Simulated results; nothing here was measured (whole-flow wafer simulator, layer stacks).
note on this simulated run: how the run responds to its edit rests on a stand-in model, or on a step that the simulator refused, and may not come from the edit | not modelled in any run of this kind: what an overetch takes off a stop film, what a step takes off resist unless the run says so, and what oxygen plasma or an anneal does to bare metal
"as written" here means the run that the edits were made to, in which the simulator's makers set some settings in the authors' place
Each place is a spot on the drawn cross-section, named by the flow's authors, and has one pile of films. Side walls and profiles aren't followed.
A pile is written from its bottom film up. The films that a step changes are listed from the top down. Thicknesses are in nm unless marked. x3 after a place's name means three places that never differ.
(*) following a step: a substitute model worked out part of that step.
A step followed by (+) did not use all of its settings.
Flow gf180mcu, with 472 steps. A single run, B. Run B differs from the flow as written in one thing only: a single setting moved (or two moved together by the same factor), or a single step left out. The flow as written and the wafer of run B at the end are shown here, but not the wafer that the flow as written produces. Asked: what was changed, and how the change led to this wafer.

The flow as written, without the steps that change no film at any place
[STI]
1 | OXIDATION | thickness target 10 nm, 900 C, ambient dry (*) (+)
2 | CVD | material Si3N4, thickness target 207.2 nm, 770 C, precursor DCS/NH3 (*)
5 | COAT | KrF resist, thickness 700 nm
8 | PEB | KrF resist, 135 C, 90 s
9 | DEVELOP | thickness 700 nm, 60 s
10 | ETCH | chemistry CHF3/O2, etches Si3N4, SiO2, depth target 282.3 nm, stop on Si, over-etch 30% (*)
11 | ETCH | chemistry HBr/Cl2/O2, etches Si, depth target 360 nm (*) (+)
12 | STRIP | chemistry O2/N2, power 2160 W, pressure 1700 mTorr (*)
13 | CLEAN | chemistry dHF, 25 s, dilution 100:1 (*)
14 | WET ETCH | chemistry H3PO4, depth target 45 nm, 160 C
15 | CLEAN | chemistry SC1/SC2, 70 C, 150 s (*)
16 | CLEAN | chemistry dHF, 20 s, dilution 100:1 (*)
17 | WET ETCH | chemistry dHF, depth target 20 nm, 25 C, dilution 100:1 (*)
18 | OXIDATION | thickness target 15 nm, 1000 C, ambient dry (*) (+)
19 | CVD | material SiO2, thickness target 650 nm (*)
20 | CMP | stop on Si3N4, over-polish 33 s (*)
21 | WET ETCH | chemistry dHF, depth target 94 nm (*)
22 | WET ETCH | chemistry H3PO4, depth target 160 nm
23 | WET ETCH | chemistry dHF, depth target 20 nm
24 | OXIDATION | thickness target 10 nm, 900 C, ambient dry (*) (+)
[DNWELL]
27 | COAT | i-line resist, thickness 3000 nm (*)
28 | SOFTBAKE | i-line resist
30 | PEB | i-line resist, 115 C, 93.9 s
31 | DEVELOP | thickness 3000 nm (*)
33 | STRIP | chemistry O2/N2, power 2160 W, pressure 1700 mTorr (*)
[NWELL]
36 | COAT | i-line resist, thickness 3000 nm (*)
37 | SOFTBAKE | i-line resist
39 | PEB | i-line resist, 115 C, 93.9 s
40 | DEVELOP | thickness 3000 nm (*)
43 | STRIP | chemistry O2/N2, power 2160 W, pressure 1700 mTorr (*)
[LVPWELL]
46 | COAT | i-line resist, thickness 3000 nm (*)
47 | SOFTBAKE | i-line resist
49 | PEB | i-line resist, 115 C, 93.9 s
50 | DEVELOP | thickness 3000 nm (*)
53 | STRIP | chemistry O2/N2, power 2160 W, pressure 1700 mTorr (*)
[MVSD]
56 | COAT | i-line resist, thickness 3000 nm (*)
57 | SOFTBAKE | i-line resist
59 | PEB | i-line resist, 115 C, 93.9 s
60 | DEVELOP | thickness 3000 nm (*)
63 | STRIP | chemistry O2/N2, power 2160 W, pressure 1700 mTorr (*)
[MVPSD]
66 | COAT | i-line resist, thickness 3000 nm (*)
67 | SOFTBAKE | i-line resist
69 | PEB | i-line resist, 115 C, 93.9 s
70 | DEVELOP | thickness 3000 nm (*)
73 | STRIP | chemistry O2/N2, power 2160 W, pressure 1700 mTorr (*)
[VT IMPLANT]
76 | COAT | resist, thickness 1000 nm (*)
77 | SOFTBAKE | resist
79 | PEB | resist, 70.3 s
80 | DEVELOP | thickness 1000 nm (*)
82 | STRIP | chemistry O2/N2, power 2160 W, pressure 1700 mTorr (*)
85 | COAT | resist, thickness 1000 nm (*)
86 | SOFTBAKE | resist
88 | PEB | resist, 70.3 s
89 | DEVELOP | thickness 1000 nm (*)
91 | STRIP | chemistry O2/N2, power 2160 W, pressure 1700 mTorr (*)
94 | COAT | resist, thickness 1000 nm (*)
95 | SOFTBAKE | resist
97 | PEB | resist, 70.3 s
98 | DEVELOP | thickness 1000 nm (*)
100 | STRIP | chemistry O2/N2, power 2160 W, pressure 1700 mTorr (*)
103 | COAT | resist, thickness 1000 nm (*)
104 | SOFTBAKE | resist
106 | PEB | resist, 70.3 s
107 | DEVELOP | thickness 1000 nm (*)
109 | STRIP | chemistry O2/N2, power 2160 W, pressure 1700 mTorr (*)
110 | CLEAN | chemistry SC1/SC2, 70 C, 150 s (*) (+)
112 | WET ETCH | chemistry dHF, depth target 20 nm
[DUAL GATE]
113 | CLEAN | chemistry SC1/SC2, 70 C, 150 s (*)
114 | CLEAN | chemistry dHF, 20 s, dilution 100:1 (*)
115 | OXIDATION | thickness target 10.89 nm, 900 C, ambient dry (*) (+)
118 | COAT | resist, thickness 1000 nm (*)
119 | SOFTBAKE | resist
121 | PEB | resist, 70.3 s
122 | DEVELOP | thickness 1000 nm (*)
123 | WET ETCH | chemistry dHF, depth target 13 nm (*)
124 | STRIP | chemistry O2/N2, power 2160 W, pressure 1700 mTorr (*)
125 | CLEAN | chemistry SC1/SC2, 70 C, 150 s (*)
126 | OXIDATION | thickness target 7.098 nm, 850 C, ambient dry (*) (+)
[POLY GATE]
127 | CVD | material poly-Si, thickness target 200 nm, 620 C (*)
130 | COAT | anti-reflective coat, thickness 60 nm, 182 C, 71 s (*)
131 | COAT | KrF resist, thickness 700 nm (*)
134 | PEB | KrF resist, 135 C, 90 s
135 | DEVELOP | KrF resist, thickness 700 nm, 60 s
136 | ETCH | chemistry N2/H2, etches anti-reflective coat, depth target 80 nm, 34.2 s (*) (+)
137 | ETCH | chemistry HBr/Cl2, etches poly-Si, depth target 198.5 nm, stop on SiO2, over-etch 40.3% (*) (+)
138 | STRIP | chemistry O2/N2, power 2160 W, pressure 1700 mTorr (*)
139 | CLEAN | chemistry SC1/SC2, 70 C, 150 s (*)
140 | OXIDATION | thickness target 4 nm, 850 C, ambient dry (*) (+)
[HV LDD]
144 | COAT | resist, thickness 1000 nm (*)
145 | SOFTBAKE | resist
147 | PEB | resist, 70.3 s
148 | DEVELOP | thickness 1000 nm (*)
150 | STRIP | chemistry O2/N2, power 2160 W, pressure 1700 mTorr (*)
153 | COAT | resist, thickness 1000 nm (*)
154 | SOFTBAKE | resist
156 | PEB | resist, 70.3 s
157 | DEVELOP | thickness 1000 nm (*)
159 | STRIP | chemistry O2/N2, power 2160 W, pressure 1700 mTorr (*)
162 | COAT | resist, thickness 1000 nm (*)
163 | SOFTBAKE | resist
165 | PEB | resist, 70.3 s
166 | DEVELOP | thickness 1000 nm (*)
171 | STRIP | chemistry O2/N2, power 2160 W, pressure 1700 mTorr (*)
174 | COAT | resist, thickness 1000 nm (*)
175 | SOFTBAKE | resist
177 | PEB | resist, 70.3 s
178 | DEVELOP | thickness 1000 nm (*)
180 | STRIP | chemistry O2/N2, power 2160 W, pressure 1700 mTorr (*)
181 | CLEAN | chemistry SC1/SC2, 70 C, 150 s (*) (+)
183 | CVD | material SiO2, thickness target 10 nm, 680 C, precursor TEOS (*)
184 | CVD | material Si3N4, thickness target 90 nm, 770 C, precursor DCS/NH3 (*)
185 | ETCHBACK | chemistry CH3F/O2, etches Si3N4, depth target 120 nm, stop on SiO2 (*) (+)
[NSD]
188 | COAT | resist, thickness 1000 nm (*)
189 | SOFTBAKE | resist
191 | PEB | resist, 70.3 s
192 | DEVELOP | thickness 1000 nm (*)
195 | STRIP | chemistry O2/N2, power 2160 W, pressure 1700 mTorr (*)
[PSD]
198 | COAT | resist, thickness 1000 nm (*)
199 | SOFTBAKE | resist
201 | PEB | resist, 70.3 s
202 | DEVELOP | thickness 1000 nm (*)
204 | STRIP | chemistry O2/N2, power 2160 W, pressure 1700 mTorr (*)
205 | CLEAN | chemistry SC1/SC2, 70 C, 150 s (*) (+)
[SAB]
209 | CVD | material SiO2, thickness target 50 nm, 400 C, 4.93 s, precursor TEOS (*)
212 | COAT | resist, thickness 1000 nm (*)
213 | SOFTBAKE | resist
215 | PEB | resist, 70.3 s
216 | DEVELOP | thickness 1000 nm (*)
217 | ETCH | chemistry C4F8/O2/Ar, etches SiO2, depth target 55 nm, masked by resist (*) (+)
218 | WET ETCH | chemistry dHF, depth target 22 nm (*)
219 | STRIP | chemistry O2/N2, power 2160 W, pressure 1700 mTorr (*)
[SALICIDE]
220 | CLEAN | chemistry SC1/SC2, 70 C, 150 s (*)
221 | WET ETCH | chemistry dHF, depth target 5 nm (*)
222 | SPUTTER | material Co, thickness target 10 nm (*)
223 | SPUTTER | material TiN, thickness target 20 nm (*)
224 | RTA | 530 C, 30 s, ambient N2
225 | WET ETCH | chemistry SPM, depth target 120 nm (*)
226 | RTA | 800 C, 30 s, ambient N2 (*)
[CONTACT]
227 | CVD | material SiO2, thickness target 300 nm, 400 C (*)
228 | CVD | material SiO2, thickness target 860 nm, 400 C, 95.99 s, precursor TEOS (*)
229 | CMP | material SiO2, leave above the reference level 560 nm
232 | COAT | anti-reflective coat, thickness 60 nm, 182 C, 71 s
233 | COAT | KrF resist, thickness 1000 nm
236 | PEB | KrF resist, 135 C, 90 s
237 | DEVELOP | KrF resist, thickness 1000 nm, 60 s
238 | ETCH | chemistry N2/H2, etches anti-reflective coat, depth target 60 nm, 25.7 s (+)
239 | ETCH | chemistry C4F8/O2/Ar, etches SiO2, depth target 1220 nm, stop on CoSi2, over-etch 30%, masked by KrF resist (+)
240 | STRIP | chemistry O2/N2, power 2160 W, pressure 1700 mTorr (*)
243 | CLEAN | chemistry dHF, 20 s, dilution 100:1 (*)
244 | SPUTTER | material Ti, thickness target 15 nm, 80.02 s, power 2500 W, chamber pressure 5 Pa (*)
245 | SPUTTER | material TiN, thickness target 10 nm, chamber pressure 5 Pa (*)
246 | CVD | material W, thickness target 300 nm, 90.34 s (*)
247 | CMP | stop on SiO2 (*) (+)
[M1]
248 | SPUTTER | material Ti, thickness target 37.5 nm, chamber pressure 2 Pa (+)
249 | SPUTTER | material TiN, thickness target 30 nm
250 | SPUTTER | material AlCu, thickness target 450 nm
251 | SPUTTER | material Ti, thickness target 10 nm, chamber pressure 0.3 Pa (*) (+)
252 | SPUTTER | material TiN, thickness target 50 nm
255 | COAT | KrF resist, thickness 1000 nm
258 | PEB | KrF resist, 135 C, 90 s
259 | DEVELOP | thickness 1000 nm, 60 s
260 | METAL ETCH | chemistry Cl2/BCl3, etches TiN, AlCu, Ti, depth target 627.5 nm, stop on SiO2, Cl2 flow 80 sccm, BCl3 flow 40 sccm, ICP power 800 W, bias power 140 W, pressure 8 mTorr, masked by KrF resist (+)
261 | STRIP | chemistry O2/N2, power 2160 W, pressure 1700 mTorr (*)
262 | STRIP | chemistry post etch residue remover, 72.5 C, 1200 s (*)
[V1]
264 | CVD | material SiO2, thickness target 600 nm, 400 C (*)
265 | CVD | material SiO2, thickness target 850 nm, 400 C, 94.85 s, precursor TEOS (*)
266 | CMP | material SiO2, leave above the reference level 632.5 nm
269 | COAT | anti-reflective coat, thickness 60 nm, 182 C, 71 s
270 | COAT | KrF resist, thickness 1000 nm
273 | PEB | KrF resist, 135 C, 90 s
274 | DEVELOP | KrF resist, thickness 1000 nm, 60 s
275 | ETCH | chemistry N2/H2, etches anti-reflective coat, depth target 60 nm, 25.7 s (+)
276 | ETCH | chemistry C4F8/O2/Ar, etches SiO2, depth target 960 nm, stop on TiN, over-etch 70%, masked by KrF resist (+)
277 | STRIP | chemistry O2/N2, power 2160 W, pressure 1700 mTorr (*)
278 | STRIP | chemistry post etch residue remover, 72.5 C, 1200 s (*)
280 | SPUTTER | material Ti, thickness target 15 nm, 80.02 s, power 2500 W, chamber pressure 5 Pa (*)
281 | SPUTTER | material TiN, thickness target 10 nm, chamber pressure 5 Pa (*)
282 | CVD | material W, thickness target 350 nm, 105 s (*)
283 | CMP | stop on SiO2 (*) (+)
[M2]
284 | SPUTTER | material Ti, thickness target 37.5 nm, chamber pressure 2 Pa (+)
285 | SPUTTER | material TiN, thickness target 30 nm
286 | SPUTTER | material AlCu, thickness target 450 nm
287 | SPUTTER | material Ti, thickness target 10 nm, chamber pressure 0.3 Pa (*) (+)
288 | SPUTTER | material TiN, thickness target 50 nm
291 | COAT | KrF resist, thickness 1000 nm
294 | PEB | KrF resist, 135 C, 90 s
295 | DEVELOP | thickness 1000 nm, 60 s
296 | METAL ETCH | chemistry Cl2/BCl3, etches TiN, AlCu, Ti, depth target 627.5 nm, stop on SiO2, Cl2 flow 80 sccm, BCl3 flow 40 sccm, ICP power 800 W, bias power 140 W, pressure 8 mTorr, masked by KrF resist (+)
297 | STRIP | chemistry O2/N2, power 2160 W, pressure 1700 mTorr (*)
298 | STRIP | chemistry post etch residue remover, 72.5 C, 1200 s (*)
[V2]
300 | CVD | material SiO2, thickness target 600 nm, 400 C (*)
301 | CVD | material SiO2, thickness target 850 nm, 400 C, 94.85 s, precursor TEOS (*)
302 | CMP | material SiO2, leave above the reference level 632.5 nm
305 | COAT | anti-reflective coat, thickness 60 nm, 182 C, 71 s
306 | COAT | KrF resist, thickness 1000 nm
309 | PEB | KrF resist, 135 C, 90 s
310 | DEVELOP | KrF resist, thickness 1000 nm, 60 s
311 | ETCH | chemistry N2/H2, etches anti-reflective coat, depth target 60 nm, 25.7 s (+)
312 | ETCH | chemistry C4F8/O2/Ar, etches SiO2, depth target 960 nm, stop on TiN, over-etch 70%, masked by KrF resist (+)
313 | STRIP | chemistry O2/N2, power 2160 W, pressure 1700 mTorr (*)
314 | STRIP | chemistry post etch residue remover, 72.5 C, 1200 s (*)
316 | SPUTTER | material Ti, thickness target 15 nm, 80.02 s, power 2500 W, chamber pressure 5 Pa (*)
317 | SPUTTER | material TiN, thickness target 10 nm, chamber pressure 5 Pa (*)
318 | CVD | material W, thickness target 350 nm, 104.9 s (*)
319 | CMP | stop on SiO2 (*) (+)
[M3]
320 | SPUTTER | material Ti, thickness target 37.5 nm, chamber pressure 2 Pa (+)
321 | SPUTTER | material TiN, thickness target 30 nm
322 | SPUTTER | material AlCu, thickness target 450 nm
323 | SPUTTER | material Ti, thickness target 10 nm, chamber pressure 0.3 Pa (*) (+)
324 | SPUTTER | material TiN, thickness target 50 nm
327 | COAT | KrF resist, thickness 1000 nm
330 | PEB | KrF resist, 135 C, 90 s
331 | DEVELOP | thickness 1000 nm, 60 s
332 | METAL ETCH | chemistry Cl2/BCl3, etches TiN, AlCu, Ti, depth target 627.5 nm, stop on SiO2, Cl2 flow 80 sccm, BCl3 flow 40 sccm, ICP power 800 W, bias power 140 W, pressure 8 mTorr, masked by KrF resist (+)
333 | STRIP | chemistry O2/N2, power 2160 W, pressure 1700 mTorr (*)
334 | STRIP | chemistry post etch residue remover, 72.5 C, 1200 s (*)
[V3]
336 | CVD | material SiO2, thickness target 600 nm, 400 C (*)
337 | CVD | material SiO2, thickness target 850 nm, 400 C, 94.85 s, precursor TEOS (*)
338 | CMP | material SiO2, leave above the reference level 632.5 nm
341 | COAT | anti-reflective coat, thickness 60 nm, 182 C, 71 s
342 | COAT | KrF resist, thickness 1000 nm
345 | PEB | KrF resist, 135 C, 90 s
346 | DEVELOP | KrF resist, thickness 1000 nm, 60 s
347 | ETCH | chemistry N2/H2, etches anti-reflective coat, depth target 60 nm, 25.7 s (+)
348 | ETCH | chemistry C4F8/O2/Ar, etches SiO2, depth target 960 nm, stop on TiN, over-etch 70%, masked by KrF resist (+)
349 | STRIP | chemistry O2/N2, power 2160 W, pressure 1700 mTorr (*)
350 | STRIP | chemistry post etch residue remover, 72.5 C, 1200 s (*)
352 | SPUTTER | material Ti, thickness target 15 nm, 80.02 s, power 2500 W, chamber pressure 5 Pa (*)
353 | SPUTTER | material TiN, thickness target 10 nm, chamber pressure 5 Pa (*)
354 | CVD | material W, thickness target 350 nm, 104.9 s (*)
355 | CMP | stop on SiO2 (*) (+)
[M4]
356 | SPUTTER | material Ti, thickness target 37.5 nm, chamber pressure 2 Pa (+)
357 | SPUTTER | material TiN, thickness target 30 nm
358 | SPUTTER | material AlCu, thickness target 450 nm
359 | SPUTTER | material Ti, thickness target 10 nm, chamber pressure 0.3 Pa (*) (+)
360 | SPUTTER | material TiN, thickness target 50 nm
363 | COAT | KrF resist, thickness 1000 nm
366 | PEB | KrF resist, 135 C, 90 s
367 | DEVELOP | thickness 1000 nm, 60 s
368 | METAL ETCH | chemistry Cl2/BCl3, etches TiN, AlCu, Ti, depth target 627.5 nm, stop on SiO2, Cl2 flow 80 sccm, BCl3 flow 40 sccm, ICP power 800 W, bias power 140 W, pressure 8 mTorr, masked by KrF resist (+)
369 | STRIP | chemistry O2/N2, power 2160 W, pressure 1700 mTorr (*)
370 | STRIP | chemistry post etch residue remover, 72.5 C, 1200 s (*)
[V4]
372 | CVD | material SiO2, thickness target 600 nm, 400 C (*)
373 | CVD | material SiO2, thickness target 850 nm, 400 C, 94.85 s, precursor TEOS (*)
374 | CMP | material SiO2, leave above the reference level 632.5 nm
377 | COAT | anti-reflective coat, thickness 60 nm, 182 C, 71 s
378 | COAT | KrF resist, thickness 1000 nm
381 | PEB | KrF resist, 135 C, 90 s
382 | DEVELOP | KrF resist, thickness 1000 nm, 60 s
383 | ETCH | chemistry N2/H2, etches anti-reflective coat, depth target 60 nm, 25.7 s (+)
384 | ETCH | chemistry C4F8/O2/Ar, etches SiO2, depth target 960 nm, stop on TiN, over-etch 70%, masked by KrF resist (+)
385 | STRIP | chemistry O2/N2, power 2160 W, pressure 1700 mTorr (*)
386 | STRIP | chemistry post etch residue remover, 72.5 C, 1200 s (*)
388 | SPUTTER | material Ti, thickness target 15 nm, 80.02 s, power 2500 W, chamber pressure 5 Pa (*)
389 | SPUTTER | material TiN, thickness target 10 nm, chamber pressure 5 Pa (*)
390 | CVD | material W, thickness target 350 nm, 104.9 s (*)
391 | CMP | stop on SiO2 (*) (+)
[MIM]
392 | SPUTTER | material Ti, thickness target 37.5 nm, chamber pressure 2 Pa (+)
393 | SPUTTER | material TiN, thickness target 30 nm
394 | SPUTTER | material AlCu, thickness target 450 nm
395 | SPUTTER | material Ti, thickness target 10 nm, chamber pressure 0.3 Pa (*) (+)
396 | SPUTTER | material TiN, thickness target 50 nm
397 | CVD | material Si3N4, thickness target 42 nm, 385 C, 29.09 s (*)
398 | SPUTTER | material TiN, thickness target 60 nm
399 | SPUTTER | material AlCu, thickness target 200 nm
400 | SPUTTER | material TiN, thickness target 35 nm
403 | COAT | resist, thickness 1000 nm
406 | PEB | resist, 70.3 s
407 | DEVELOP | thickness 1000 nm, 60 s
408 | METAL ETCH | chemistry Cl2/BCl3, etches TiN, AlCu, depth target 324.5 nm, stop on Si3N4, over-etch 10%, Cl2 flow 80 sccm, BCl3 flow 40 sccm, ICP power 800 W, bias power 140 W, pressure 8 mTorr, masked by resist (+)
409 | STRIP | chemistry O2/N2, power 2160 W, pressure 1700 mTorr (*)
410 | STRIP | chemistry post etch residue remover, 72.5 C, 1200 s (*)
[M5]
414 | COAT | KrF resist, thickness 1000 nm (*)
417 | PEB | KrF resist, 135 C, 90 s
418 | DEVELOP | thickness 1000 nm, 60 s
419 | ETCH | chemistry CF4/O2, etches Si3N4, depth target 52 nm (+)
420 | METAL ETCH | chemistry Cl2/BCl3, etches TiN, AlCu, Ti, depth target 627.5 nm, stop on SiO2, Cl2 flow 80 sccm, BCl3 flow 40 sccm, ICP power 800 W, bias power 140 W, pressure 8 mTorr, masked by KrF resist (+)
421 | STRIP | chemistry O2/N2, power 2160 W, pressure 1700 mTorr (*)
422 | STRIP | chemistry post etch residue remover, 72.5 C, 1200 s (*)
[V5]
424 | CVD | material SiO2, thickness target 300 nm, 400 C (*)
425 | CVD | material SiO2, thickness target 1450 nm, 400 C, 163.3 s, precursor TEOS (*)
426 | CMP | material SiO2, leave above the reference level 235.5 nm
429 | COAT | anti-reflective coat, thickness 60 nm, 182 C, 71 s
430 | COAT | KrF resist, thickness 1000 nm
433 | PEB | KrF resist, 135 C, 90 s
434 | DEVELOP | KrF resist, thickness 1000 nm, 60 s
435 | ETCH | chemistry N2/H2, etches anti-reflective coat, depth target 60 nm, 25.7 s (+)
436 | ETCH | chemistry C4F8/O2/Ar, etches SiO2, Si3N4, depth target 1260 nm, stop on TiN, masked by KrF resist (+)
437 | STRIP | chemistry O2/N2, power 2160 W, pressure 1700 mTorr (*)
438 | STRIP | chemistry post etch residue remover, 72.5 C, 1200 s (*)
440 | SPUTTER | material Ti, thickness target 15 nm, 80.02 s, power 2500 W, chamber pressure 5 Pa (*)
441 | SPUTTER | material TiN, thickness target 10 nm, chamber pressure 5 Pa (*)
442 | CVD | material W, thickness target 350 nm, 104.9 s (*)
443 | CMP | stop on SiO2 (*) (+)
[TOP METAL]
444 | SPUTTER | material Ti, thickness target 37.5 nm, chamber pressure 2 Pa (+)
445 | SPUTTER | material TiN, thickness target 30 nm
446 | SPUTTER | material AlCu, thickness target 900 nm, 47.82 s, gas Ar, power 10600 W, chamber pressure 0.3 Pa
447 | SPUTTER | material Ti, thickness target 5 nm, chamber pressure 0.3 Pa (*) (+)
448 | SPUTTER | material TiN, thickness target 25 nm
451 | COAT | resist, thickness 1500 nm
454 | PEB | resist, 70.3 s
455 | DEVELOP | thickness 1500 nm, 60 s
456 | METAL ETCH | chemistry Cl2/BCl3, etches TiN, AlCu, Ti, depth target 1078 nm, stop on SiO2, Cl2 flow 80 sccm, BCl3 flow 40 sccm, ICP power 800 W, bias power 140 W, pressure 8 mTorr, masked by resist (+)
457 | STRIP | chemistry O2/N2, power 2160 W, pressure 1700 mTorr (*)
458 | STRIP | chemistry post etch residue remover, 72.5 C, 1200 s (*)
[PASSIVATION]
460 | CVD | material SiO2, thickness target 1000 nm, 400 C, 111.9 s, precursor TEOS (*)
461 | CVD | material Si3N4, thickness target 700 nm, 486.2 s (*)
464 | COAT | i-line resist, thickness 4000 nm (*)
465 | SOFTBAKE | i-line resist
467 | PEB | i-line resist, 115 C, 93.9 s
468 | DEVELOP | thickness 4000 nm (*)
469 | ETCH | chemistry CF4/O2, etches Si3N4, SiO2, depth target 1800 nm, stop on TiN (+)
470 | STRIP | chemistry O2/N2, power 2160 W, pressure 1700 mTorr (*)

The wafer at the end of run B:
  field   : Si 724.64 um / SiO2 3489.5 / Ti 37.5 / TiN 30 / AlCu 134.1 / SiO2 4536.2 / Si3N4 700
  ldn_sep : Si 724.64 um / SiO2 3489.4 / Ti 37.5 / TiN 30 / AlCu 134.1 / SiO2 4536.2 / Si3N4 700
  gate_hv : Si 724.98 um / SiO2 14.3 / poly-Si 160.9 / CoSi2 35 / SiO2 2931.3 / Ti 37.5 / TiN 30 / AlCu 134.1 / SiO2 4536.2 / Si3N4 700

Cause: step 332, METAL ETCH: depth target 370.2 nm was run, whereas the flow has depth target 627.5 nm.

How this came from the change, step by step:
  332 | METAL ETCH | chemistry Cl2/BCl3, etches TiN, AlCu, Ti, depth target 627.5 nm, stop on SiO2, Cl2 flow 80 sccm, BCl3 flow 40 sccm, ICP power 800 W, bias power 140 W, pressure 8 mTorr, masked by KrF resist (+)
      field, field__w1, field__w2 and 103 more: TiN loses 50 (all of it), Ti loses 10 (all of it), AlCu loses 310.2 (it would be, as written: TiN loses 50 (all of it), Ti loses 10 (all of it), AlCu loses 450 (all of it), TiN loses 30 (all of it), Ti loses 37.5 (all of it))
      field__w8, contact, m1, m1__w1, m1_nw: KrF resist loses 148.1 (it would be, as written: KrF resist loses 251)
  333 | STRIP | chemistry O2/N2, power 2160 W, pressure 1700 mTorr (*)
      field__w8, contact, m1, m1__w1, m1_nw: KrF resist loses 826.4 (all of it) (it would be, as written: KrF resist loses 723.5 (all of it))
  334 | STRIP | chemistry post etch residue remover, 72.5 C, 1200 s (*)
      field, field__w1, field__w2 and 103 more: AlCu loses 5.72 (it would be, as written: nothing)
  336 | CVD | material SiO2, thickness target 600 nm, 400 C (*)
      field, field__w1, field__w2 and 103 more: SiO2 gains 600 (new film) (it would be, as written: SiO2 gains 600)
  338 | CMP | material SiO2, leave above the reference level 632.5 nm
      field, field__w1, field__w2 and 103 more: SiO2 loses 501.6 (it would be, as written: SiO2 loses 300)
Taking metal films that touch as one body, field has 1 body; the flow as written gives 0 bodies.
Taking metal films that touch as one body, ldn_sep has 1 body; the flow as written gives 0 bodies.
Taking metal films that touch as one body, gate_hv has 2 bodies (between them, from the top down: SiO2 2931.3); the flow as written gives 1 body.
